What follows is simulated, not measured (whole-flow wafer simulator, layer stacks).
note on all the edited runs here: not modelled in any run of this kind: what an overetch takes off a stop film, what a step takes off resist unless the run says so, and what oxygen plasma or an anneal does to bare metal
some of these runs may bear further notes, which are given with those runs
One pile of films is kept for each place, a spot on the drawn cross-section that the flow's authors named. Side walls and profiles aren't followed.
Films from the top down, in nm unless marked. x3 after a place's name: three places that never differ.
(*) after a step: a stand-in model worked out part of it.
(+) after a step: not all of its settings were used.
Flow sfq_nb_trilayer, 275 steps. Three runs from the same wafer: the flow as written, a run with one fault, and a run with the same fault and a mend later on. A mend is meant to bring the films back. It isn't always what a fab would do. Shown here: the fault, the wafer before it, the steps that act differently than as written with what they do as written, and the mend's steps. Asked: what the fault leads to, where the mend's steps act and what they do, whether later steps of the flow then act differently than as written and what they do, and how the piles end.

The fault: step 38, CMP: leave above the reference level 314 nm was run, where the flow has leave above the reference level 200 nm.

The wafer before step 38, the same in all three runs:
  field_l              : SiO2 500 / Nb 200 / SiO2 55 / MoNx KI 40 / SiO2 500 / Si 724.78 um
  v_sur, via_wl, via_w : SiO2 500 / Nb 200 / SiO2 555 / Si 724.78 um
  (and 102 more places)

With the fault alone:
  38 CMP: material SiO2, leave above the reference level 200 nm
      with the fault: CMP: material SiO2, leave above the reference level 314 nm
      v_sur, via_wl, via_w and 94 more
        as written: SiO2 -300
        with the fault: SiO2 -186
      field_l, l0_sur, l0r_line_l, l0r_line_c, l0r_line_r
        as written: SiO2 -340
        with the fault: SiO2 -226
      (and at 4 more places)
  Later steps of the flow that act differently than as written (4 more steps differ only slightly, by at most 2% or 0.5 nm, whichever is larger, and aren't shown):
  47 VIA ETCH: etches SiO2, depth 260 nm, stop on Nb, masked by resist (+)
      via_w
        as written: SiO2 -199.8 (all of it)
        with the fault: SiO2 -260
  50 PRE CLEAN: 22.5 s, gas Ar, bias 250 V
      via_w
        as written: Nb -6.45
        with the fault: SiO2 -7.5
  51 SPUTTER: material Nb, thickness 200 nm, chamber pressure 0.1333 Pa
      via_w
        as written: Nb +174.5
        with the fault: Nb +163.1 (new film)
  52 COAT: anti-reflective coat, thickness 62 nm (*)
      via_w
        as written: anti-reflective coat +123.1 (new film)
        with the fault: anti-reflective coat +136.1 (new film)
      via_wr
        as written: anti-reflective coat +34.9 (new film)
        with the fault: anti-reflective coat +33.2 (new film)
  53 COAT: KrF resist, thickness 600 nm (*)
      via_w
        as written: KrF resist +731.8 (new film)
        with the fault: KrF resist +781.6 (new film)
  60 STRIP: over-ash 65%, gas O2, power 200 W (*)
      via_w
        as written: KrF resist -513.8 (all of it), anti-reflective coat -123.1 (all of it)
        with the fault: KrF resist -563.6 (all of it), anti-reflective coat -136.1 (all of it)
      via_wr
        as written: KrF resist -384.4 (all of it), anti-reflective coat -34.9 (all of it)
        with the fault: KrF resist -378.6 (all of it), anti-reflective coat -33.2 (all of it)
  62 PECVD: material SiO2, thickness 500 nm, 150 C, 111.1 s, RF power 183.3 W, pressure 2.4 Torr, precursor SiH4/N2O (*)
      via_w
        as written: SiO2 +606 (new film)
        with the fault: SiO2 +678.7 (new film)
  At the end the piles differ from the flow's by more than 2% or 0.5 nm, whichever is larger, at field_l, v_sur, via_wl and 103 more.
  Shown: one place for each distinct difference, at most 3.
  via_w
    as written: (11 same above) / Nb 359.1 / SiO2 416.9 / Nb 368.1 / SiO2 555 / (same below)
    with the fault: (11 same above) / Nb 359.1 / SiO2 489.6 / Nb 163.1 / SiO2 46.3 / Nb 200 / SiO2 555 / (same below)
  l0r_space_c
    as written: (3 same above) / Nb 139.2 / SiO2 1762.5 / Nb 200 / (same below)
    with the fault: (3 same above) / Nb 139.2 / SiO2 1876.5 / Nb 200 / (same below)
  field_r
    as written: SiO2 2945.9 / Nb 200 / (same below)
    with the fault: SiO2 3059.9 / Nb 200 / (same below)

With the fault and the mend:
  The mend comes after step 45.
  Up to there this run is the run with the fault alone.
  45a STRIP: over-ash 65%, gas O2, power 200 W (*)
      field_l, v_sur, via_wl and 102 more
        KrF resist -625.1 (all of it), anti-reflective coat -62 (all of it)
      via_w
        anti-reflective coat -62 (all of it)
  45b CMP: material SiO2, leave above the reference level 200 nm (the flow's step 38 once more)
      field_l, v_sur, via_wl and 103 more
        SiO2 -114
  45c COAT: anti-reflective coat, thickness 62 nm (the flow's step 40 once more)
      field_l, v_sur, via_wl and 103 more
        anti-reflective coat +62 (new film)
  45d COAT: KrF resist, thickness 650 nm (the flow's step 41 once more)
      field_l, v_sur, via_wl and 103 more
        KrF resist +650 (new film)
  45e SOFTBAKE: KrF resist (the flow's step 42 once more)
      changes no film at any place that is followed
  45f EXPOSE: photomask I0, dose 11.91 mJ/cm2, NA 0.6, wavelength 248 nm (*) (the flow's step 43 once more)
      changes no film at any place that is followed
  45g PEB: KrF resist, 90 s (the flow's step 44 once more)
      field_l, v_sur, via_wl and 103 more
        KrF resist -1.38
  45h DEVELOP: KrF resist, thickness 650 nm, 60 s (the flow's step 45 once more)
      field_l, v_sur, via_wl and 102 more
        KrF resist -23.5
      via_w
        KrF resist -648.6 (all of it)
  No later step of the flow acts differently than as written at any place that is followed.
  At the end the piles are the same as the flow's at every place that both follow.
